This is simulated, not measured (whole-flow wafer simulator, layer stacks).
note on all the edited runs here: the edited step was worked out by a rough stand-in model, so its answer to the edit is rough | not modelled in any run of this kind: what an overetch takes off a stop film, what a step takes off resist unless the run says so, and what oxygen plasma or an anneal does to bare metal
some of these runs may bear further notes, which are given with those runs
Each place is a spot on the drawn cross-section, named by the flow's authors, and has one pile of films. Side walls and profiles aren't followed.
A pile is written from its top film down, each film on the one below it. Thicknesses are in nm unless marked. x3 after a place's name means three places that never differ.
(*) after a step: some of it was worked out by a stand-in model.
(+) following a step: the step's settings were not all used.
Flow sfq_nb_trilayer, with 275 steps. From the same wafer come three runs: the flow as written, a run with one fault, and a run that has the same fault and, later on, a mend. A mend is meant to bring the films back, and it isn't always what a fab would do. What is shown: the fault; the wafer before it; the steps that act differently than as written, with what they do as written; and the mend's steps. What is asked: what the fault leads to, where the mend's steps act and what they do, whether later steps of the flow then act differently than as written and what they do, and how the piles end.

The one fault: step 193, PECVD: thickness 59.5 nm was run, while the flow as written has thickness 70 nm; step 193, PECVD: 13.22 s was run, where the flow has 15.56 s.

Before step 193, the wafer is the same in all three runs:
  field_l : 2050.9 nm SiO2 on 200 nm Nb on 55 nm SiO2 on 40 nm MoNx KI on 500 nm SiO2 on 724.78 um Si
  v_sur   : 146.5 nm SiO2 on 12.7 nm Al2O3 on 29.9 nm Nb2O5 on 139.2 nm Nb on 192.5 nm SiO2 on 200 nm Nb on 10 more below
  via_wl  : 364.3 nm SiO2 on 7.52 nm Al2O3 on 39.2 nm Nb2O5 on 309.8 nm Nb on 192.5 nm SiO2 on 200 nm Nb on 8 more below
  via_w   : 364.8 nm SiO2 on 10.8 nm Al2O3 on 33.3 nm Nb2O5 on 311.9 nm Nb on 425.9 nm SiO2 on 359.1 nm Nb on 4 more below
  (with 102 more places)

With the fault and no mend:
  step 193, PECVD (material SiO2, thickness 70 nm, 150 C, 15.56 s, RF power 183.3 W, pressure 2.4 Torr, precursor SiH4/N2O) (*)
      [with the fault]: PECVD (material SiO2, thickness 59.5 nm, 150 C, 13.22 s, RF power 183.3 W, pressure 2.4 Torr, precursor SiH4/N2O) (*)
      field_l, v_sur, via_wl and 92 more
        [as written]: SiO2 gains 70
        [with the fault]: SiO2 gains 59.5
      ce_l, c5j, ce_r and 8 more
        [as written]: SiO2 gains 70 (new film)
        [with the fault]: SiO2 gains 59.5 (new film)
  Later steps of the flow acting differently than as written (14 other steps are not shown; they differ only slightly, by no more than 2% or 0.5 nm, whichever is larger):
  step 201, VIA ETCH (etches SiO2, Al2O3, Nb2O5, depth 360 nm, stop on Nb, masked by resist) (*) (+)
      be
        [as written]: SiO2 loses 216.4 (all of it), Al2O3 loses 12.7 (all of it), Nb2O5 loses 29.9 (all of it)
        [with the fault]: SiO2 loses 205.9 (all of it), Al2O3 loses 12.7 (all of it), Nb2O5 loses 29.9 (all of it)
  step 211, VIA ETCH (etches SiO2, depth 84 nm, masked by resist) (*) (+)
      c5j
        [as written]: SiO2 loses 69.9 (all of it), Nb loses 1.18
        [with the fault]: SiO2 loses 59.4 (all of it), Nb loses 2.05
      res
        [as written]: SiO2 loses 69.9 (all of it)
        [with the fault]: SiO2 loses 59.4 (all of it)
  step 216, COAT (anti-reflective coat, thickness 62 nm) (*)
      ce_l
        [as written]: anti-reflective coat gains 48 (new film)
        [with the fault]: anti-reflective coat gains 50.6 (new film)
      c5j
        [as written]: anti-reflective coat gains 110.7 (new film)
        [with the fault]: anti-reflective coat gains 103.9 (new film)
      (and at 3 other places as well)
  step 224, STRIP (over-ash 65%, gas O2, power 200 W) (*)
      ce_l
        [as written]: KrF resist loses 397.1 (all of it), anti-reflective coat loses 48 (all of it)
        [with the fault]: KrF resist loses 395.8 (all of it), anti-reflective coat loses 50.6 (all of it)
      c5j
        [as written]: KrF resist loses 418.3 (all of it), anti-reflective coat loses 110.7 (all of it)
        [with the fault]: KrF resist loses 413.6 (all of it), anti-reflective coat loses 103.9 (all of it)
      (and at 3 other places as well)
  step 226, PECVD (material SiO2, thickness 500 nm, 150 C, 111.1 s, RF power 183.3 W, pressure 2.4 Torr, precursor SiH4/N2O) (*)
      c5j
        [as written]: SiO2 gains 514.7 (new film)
        [with the fault]: SiO2 gains 501.8 (new film)
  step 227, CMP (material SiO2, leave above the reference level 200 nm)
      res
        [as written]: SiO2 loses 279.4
        [with the fault]: SiO2 loses 291.9
  By the end, the piles at v_sur, via_wl, via_w and 20 more depart from the flow's by more than 2% or 0.5 nm, whichever is larger.
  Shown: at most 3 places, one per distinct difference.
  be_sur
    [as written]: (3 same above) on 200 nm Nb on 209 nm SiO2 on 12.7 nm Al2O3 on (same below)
    [with the fault]: (3 same above) on 200 nm Nb on 198.5 nm SiO2 on 12.7 nm Al2O3 on (same below)
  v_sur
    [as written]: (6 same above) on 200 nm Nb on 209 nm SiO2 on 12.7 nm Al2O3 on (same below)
    [with the fault]: (6 same above) on 200 nm Nb on 198.5 nm SiO2 on 12.7 nm Al2O3 on (same below)
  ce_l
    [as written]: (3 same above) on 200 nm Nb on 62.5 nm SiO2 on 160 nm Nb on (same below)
    [with the fault]: (3 same above) on 200 nm Nb on 52 nm SiO2 on 160 nm Nb on (same below)

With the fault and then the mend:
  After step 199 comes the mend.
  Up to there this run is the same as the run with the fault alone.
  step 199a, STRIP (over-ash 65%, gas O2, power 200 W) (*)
      p4_fl x3, p4_w1 x9, p4_g1 x2 and 33 more
        KrF resist loses 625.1 (all of it), anti-reflective coat loses 62 (all of it)
      wl_b_m5, wl_b_sr, wl_c_sl and 12 more
        KrF resist loses 625 (all of it), anti-reflective coat loses 62 (all of it)
      field_l, v_sur, via_wl, via_w
        KrF resist loses 625.7 (all of it), anti-reflective coat loses 62.2 (all of it)
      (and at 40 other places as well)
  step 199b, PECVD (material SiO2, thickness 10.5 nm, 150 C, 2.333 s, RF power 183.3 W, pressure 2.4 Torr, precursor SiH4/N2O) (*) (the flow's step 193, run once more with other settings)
      field_l, v_sur, via_wl and 103 more
        SiO2 gains 10.5
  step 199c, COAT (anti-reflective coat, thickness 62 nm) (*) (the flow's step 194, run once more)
      p4_fl x3, p4_w1 x9, p4_g1 x2 and 50 more
        anti-reflective coat gains 62 (new film)
      via_wr, via_sp, via_v, wire, lsp_r, l0_sur, l0v
        anti-reflective coat gains 62.3 (new film)
      be, be_sur, gap, lsp_m, ln_m6
        anti-reflective coat gains 62.4 (new film)
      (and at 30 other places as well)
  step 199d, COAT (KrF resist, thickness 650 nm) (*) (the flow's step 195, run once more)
      p4_fl x3, p4_w1 x9, p4_g1 x2 and 33 more
        KrF resist gains 650 (new film)
      wl_b_m5, wl_b_sr, wl_c_sl and 12 more
        KrF resist gains 649.9 (new film)
      v_sur, via_wl, via_w
        KrF resist gains 650.6 (new film)
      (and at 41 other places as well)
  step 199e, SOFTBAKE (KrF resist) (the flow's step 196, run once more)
      alters no film at any place that is followed
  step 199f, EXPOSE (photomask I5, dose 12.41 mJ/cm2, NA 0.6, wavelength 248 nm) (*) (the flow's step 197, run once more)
      alters no film at any place that is followed
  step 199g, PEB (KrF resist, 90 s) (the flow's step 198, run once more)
      field_l, v_sur, via_wl and 87 more
        KrF resist loses 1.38
      jj_sur, ce_l, sp_r, moat, field_r, wl_jj
        KrF resist loses 1.39
      be_r, r_sur, res, r_end
        KrF resist loses 1.33
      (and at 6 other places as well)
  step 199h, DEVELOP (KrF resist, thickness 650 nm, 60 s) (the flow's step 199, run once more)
      field_l, v_sur, via_wl and 102 more
        KrF resist loses 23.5
      be
        KrF resist loses 649.8 (all of it)
  Every later step of the flow that is run acts as written, at every place that is followed, to within 2% or 0.5 nm, whichever is larger.
  By the end, the piles equal the flow's at every place that both follow.
